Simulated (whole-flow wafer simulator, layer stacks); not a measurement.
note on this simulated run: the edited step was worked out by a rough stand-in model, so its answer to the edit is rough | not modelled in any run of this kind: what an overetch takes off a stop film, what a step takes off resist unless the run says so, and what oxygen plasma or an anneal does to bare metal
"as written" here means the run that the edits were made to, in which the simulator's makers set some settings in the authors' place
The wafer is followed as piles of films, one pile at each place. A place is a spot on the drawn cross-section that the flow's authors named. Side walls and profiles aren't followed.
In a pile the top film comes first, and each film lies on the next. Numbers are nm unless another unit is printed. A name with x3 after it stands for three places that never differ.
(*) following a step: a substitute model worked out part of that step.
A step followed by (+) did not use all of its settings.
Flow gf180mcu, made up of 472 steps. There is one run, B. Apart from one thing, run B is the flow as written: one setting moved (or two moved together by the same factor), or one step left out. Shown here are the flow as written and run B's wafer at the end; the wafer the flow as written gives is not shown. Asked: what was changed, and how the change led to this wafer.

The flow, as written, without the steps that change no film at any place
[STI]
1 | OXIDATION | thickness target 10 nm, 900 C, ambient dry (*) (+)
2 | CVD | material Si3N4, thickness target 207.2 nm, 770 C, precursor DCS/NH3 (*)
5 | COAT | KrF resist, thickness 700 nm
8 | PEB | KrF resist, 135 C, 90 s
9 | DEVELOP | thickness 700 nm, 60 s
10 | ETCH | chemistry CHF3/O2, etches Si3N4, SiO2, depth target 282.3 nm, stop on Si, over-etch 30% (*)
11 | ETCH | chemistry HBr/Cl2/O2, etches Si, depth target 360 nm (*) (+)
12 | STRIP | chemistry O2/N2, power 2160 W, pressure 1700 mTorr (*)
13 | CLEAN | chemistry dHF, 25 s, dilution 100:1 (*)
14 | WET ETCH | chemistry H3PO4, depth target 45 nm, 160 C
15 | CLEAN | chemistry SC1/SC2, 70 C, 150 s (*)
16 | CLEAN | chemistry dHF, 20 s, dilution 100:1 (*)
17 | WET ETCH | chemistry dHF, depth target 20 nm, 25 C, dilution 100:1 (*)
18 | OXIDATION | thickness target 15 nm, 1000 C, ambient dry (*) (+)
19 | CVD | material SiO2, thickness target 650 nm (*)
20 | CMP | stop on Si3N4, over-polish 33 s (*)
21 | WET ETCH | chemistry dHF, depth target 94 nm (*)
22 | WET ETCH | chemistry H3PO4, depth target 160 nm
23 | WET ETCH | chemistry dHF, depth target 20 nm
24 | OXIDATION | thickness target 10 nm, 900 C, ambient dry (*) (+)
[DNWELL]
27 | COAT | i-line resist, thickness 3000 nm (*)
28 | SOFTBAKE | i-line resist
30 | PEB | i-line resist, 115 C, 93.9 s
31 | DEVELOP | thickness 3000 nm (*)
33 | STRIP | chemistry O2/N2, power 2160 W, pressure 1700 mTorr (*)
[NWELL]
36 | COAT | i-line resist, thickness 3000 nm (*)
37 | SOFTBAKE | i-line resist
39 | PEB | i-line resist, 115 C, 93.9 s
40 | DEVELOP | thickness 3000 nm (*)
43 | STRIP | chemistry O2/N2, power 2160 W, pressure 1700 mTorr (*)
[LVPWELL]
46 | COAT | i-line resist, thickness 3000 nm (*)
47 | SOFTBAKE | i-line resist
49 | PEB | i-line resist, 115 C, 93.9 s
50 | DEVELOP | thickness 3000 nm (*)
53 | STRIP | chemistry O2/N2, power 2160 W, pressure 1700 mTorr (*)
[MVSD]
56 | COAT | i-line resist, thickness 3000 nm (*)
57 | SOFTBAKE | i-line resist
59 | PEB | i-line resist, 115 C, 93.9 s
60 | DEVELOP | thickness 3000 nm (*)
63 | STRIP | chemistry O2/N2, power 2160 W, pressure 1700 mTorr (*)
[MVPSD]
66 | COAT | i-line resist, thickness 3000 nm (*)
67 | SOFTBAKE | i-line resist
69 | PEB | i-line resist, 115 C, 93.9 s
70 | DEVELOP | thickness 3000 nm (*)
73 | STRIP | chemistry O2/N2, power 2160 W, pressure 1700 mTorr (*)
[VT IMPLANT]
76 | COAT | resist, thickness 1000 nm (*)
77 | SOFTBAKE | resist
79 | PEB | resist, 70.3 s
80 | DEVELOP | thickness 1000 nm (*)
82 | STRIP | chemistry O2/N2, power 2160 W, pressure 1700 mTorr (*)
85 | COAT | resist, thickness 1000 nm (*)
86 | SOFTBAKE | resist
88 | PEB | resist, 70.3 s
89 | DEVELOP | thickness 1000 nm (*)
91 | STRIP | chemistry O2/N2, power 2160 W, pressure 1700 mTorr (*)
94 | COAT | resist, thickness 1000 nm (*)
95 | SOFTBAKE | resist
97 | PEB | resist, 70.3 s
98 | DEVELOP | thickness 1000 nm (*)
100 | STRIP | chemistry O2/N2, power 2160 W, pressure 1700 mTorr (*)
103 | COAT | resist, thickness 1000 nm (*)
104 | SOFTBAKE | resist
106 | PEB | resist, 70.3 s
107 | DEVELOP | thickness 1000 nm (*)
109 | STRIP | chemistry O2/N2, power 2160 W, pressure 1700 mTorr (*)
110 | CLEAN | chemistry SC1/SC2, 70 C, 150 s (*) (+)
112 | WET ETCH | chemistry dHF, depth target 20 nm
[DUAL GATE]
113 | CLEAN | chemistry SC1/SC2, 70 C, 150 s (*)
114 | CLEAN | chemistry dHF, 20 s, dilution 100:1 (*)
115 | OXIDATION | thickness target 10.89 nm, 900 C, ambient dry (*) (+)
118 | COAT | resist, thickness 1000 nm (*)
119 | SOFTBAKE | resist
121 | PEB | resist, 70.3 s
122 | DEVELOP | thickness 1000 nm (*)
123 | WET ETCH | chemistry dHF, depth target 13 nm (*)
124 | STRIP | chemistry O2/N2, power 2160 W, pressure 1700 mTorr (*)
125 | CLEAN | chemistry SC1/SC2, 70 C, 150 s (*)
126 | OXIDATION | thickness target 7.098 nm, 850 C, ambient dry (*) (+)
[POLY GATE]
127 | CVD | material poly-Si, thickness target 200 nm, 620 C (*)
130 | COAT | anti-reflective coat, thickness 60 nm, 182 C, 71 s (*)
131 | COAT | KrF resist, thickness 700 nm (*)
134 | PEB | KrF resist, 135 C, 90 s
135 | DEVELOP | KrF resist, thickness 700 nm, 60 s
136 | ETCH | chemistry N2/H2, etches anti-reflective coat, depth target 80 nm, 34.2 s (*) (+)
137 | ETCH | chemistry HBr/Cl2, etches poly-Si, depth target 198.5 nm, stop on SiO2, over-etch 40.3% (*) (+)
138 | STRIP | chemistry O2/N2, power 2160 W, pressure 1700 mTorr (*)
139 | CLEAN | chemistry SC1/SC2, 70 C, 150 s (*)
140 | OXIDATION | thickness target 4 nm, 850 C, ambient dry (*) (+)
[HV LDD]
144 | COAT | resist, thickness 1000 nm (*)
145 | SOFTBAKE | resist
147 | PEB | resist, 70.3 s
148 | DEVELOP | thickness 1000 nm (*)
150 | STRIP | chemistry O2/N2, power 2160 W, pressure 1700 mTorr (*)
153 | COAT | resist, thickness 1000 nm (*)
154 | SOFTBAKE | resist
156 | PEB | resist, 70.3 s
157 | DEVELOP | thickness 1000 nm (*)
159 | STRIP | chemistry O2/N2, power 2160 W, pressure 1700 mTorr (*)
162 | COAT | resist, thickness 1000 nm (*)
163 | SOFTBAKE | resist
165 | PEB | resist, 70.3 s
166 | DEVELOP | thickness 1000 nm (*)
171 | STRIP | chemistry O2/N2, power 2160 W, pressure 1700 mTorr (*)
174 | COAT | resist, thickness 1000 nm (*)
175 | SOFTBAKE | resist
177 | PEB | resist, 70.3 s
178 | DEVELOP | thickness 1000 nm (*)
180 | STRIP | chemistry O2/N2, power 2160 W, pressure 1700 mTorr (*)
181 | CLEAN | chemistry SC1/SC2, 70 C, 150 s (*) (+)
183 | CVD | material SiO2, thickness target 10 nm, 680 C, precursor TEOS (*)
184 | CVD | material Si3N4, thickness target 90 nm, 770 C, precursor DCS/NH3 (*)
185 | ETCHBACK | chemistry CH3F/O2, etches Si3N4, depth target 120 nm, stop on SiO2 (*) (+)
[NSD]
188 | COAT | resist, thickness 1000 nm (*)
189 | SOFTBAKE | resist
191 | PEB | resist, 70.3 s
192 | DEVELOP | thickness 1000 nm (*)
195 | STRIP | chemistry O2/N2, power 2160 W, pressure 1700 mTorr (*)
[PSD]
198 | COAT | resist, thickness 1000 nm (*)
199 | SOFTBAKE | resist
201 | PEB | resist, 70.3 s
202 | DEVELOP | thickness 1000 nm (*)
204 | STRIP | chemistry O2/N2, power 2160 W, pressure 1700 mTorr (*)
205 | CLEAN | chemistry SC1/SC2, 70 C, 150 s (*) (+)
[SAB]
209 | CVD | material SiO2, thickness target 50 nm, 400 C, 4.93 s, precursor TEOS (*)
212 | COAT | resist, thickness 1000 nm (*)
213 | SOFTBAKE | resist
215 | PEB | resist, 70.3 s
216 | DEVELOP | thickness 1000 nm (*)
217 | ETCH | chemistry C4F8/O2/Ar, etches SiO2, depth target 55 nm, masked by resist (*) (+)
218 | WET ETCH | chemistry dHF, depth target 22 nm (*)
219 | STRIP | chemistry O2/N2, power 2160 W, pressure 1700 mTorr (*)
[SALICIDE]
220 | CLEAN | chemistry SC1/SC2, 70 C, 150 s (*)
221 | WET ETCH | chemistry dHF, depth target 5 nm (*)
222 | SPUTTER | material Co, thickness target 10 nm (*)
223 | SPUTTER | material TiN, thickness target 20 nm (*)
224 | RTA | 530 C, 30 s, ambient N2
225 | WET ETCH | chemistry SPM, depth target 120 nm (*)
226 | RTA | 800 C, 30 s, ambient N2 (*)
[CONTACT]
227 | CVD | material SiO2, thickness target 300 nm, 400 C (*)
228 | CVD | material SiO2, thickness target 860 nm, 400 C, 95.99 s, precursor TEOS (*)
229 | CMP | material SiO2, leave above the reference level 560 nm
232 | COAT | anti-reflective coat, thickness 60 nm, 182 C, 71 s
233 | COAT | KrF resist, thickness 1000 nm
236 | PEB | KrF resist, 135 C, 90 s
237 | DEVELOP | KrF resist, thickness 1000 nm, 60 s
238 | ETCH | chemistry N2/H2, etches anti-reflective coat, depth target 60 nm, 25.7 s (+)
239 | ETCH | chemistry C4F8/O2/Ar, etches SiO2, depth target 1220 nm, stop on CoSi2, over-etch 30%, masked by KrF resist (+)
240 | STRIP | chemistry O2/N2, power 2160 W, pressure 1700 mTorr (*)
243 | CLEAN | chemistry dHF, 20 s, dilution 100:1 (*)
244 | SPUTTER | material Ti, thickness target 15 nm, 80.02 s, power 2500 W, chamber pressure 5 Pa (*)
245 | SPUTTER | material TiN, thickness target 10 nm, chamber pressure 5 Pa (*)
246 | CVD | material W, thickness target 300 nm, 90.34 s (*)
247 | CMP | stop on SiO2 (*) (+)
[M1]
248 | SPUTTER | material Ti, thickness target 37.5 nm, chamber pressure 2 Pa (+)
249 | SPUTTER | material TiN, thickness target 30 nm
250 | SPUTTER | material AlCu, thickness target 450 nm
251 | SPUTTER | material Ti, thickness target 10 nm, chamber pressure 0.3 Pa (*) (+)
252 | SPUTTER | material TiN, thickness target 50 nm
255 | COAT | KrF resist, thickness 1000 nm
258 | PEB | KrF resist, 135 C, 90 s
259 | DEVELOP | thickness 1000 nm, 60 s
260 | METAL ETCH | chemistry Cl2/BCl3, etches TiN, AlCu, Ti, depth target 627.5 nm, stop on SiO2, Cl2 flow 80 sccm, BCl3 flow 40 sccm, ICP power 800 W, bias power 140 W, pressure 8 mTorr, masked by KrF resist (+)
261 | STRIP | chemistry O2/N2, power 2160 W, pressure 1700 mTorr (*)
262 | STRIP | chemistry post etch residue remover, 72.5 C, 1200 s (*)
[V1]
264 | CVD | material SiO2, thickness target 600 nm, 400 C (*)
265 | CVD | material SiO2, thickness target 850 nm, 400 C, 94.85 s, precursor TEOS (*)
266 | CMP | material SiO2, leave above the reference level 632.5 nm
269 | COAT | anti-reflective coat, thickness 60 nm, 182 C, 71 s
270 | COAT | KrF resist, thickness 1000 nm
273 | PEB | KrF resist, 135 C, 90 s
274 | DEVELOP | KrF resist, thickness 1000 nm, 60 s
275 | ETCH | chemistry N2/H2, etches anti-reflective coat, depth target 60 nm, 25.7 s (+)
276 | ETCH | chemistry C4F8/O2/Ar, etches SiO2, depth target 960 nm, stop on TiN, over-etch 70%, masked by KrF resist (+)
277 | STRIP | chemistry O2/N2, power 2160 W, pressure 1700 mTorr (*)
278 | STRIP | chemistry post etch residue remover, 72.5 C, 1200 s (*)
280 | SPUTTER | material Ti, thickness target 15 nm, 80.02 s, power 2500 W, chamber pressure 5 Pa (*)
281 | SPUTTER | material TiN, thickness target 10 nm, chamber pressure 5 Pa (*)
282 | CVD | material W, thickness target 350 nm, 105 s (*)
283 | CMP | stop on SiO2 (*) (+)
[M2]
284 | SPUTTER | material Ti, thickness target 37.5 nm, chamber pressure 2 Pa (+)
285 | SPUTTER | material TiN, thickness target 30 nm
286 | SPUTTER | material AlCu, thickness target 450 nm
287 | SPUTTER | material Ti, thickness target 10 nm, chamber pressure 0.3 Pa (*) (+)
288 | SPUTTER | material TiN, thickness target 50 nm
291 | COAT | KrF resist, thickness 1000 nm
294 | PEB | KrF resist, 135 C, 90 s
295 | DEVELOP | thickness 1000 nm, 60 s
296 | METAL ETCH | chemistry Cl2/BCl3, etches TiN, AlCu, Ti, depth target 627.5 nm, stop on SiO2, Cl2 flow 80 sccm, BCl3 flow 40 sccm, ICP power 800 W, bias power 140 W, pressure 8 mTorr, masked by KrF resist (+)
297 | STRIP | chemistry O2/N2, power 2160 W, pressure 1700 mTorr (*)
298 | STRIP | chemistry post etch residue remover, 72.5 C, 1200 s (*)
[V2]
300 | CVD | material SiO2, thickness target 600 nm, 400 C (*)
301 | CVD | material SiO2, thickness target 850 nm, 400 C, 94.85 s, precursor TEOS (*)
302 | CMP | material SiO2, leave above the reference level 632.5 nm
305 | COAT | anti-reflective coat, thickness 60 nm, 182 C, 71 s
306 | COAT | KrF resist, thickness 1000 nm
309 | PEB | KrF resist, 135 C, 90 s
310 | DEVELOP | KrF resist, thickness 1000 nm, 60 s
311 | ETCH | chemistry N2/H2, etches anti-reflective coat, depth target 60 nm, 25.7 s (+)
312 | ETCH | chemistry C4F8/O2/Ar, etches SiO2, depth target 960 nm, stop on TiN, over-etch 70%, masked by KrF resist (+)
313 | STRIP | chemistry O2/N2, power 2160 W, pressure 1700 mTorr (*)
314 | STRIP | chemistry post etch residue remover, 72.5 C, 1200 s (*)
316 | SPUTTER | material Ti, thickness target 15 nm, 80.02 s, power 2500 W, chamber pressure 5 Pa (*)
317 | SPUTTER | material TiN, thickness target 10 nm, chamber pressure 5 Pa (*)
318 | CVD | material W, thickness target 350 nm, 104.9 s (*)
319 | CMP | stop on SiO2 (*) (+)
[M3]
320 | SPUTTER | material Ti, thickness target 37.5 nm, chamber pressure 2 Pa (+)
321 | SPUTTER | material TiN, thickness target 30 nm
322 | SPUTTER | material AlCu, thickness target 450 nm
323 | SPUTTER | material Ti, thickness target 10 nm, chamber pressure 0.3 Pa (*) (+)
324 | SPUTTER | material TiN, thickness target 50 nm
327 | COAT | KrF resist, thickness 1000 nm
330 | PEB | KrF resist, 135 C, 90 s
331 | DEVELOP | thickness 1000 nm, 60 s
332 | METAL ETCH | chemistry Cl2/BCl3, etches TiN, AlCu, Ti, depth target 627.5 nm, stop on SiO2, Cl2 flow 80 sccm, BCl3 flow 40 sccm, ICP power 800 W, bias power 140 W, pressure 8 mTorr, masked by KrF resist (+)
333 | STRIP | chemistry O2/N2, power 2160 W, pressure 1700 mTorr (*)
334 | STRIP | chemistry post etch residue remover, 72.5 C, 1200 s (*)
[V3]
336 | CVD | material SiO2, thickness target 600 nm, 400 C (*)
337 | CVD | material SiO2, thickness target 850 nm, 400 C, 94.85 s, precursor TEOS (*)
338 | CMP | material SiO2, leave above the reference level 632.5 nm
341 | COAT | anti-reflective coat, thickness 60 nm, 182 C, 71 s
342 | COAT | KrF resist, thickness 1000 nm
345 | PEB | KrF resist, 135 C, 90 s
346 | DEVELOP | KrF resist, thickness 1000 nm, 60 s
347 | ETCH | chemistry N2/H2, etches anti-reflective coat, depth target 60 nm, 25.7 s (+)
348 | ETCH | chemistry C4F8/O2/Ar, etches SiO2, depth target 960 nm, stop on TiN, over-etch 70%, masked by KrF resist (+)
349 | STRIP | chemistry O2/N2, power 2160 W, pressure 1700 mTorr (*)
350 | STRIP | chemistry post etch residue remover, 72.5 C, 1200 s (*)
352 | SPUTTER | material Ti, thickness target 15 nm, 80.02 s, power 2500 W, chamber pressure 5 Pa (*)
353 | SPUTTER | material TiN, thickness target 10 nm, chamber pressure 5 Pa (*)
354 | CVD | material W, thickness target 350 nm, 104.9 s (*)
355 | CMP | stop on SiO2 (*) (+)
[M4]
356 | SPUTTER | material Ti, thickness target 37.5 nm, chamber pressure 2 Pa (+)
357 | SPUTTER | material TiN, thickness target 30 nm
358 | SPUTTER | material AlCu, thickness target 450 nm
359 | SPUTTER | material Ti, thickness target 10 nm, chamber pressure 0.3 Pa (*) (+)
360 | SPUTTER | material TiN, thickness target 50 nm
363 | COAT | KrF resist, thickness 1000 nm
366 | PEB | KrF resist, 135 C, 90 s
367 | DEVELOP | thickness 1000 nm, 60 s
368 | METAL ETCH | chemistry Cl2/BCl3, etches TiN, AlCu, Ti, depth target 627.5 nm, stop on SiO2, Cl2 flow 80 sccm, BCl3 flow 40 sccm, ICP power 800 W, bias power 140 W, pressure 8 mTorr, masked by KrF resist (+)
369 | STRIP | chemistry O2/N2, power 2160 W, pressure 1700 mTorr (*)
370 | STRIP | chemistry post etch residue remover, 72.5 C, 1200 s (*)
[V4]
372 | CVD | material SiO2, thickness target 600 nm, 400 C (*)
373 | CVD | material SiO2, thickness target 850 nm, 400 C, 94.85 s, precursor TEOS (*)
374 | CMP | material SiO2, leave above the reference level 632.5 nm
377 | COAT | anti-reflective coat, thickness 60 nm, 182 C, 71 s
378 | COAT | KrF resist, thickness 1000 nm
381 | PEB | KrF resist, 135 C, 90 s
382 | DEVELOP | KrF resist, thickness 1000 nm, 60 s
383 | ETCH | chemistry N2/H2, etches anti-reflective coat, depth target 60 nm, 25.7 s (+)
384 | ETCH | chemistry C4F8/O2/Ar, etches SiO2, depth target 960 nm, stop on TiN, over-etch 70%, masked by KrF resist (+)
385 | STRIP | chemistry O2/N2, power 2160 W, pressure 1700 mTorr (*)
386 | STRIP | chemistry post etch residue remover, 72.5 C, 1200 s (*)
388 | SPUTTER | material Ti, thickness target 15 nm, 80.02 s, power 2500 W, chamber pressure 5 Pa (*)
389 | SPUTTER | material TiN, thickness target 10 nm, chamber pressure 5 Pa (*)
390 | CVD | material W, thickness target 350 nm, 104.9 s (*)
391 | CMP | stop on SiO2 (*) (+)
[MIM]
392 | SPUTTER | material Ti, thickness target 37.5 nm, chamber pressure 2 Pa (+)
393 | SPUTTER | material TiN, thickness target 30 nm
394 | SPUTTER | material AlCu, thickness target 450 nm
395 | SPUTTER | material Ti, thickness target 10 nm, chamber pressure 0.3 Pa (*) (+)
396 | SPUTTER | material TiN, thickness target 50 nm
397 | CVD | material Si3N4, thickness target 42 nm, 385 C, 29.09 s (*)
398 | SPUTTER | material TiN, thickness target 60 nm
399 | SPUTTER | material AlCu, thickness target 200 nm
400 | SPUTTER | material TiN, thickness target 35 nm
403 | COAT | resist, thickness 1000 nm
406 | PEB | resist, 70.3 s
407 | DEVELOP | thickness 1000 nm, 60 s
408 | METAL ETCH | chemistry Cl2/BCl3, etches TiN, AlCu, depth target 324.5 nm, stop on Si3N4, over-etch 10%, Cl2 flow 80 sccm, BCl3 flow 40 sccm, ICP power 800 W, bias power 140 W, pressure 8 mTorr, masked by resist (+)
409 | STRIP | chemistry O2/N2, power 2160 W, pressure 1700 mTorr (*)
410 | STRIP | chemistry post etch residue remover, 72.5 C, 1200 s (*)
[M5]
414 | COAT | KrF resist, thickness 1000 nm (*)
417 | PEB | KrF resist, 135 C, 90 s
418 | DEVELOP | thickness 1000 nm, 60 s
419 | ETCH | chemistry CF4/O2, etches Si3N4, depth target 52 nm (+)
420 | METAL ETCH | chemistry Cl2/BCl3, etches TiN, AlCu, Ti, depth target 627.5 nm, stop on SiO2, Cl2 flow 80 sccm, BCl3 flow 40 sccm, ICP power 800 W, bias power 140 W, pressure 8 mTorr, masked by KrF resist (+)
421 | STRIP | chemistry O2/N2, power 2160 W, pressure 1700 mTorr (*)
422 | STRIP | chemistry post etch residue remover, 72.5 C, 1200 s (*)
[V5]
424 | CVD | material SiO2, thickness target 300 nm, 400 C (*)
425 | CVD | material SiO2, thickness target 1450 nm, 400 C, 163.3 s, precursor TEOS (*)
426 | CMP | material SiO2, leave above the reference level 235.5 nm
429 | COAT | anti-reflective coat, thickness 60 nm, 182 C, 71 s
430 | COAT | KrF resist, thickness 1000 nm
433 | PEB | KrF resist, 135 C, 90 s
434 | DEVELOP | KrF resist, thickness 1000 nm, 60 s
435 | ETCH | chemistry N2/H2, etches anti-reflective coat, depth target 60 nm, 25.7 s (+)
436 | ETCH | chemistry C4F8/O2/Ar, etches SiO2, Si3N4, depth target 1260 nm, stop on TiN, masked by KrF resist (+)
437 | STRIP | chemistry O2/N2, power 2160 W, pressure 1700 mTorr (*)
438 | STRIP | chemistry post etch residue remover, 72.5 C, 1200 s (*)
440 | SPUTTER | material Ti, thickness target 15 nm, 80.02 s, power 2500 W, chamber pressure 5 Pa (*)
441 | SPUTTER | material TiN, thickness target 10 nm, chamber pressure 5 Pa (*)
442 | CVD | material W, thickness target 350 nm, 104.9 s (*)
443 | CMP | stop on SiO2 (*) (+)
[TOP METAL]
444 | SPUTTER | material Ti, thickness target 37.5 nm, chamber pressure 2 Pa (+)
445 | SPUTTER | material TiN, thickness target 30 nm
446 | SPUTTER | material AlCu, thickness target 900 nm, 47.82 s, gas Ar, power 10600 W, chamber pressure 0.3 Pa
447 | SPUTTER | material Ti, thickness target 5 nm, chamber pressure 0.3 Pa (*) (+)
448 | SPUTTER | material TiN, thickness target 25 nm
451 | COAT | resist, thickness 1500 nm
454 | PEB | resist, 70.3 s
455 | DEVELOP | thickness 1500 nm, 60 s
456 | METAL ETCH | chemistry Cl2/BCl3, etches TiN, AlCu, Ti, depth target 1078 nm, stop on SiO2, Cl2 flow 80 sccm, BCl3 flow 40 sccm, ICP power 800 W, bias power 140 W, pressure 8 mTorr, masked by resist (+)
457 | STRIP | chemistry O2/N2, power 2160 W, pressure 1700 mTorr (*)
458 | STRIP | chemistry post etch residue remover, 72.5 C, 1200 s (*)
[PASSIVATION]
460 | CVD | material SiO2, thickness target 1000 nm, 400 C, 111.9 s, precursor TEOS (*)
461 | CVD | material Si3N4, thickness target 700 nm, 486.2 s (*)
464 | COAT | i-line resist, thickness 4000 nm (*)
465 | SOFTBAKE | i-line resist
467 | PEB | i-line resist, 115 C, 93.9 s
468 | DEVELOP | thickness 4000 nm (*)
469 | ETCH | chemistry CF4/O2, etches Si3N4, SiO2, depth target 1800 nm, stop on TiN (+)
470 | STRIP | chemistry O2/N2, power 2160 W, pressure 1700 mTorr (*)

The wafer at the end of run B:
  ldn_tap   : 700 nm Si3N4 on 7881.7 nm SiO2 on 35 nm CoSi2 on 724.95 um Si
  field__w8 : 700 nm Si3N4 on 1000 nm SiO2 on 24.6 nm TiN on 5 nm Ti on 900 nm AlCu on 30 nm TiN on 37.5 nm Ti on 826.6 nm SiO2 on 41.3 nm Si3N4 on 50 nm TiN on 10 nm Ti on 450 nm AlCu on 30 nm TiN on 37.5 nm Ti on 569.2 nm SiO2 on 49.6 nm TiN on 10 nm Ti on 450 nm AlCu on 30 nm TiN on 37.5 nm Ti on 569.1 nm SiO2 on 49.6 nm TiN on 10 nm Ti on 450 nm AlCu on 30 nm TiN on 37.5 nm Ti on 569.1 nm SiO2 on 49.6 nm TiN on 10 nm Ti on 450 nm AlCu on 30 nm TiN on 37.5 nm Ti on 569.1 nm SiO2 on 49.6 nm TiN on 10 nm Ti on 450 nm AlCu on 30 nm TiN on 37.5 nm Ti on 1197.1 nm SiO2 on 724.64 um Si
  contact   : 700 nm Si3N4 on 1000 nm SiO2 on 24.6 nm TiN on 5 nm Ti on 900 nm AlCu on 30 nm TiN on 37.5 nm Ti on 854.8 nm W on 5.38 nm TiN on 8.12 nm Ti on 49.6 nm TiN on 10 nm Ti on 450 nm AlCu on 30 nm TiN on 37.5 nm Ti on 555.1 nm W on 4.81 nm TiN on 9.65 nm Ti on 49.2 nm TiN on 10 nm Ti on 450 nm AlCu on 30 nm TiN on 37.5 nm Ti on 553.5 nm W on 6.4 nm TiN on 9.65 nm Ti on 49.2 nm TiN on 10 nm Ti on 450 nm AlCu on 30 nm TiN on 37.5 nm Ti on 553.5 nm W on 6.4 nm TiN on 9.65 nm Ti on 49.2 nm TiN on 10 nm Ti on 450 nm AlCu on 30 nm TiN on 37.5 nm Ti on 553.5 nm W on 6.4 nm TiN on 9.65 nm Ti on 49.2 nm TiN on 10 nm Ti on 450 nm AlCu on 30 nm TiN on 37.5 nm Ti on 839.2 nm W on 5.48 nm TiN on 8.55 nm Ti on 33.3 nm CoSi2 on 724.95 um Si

What caused this: step 389, SPUTTER: thickness target 7.5 nm was run, whereas the flow has thickness target 10 nm.

The path from the change to this, step by step:
  389 | SPUTTER | material TiN, thickness target 10 nm, chamber pressure 5 Pa (*)
      field, field__w1, field__w2 and 107 more: +7.5 TiN (new film) (as written it would have been: +10 TiN (new film))
      contact: +4.81 TiN (new film) (as written it would have been: +6.4 TiN (new film))
  391 | CMP | stop on SiO2 (*) (+)
      field, field__w1, field__w2 and 107 more: -350 W (all of it), -7.5 TiN (all of it), -15 Ti (all of it), -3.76 SiO2 (as written it would have been: -350 W (all of it), -10 TiN (all of it), -15 Ti (all of it), -3.78 SiO2)
